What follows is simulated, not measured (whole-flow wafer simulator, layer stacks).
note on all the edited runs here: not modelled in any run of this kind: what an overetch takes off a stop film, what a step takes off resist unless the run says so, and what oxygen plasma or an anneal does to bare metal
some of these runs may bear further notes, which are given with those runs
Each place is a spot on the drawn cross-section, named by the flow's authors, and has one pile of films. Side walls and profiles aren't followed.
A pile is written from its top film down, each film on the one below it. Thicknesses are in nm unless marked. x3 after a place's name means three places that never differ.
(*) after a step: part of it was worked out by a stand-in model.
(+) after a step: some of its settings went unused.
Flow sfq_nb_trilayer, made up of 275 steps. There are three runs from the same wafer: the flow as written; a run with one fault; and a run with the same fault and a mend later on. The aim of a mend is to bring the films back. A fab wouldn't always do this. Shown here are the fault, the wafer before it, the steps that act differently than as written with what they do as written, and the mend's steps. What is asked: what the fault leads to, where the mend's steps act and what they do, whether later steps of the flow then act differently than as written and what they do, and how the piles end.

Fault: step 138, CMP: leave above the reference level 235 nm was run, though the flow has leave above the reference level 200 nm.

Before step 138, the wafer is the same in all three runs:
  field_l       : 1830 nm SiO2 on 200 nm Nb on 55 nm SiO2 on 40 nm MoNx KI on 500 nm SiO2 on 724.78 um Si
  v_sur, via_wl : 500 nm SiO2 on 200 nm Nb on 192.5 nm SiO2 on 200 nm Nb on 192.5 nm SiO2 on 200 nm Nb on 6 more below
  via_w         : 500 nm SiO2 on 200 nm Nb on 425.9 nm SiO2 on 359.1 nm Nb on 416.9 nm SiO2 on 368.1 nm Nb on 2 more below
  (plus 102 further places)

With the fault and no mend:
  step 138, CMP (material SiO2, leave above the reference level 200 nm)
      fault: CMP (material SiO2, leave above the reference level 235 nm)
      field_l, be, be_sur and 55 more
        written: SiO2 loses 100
        fault: SiO2 loses 65
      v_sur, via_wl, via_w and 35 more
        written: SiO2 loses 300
        fault: SiO2 loses 265
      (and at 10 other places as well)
  Later steps of the flow acting differently than as written (5 more steps, not shown, differ only slightly: by at most 2% or 0.5 nm, whichever is larger):
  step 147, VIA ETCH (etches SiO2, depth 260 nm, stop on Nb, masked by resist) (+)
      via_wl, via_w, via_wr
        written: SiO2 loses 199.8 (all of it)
        fault: SiO2 loses 234.8 (all of it)
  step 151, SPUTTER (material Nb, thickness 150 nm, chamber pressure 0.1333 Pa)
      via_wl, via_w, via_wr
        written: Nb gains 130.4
        fault: Nb gains 126.3
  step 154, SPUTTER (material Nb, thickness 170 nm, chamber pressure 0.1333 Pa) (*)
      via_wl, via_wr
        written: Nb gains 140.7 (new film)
        fault: Nb gains 134.6 (new film)
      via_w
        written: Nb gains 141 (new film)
        fault: Nb gains 134.9 (new film)
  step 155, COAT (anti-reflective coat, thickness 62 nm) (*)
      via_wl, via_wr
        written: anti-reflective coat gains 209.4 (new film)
        fault: anti-reflective coat gains 245 (new film)
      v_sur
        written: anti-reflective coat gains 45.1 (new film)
        fault: anti-reflective coat gains 43.8 (new film)
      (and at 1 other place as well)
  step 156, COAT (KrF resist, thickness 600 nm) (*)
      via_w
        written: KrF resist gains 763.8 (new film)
        fault: KrF resist gains 796 (new film)
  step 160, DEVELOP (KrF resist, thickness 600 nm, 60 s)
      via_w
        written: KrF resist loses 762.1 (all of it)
        fault: KrF resist loses 794.3 (all of it)
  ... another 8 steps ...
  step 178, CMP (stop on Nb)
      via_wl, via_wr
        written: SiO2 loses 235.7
        fault: SiO2 loses 227.2
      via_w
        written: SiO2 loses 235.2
        fault: SiO2 loses 227.2
  By the end, the piles at v_sur, via_wl, via_w and 36 more depart from the flow's by more than 2% or 0.5 nm, whichever is larger.
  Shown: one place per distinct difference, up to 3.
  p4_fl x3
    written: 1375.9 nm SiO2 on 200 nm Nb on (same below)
    fault: 1410.9 nm SiO2 on 200 nm Nb on (same below)
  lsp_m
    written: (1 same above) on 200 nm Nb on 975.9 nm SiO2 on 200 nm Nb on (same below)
    fault: (1 same above) on 200 nm Nb on 1010.9 nm SiO2 on 200 nm Nb on (same below)
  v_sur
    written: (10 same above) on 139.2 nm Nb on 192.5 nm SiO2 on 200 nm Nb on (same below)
    fault: (10 same above) on 139.2 nm Nb on 227.5 nm SiO2 on 200 nm Nb on (same below)

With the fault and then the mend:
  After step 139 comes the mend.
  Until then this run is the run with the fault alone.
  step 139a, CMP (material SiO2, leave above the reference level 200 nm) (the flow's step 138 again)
      field_l, v_sur, via_wl and 103 more
        SiO2 loses 35
  Later steps of the flow that are run all act as written at every place that is followed.
  At every place that both follow, the piles at the end match the flow's.
